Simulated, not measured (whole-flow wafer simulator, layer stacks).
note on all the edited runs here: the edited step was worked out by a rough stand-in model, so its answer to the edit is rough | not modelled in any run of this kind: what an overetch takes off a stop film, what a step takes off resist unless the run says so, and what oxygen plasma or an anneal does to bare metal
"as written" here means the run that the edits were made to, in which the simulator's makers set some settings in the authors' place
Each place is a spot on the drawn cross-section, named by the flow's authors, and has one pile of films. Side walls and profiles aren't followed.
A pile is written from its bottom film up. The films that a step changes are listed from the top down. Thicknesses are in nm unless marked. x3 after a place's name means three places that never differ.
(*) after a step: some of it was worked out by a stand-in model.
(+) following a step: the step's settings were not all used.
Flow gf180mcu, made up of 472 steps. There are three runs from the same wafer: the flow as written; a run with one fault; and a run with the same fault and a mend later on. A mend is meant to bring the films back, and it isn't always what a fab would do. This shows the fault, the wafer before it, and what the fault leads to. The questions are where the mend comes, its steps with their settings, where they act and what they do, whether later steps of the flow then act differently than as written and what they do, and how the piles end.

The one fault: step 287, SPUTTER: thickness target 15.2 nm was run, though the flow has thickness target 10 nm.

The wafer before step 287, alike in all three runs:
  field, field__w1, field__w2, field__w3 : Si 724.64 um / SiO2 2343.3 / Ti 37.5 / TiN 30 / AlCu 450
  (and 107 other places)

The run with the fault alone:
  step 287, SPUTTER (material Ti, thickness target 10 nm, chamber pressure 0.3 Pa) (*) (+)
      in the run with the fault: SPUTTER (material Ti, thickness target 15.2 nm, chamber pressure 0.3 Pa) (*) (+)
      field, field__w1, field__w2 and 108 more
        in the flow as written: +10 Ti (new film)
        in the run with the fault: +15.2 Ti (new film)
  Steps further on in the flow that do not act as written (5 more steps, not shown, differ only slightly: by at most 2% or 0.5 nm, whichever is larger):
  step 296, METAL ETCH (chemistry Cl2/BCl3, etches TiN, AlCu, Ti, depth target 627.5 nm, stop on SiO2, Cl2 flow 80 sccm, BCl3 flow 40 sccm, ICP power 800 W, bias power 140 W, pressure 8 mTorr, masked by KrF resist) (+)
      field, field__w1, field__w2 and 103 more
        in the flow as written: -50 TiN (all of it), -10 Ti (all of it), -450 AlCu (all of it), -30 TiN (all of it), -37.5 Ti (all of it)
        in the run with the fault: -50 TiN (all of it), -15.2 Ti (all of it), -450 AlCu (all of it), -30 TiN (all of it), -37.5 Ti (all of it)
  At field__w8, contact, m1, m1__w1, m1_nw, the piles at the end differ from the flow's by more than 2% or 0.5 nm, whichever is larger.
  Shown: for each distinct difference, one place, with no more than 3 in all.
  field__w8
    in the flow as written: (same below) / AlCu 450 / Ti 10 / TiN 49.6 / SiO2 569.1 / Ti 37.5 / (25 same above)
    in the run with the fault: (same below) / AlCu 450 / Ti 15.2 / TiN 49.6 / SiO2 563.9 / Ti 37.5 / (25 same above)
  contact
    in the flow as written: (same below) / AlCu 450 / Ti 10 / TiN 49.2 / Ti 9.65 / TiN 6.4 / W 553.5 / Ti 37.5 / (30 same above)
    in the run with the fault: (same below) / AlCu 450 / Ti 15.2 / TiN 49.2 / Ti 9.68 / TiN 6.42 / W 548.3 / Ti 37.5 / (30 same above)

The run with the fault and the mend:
  The mend stands after step 287.
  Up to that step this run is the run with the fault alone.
  step 287a, METAL ETCH (chemistry Cl2/BCl3, etches TiN, AlCu, Ti, depth target 5.2 nm, Cl2 flow 80 sccm, BCl3 flow 40 sccm, ICP power 800 W, bias power 140 W, pressure 8 mTorr) (the flow's step 260 again, with other settings)
      field, field__w1, field__w2 and 108 more
        -5.2 Ti
  Every later step of the flow that is run acts as written at every place that is followed.
  At every place that both follow, the piles at the end match the flow's.
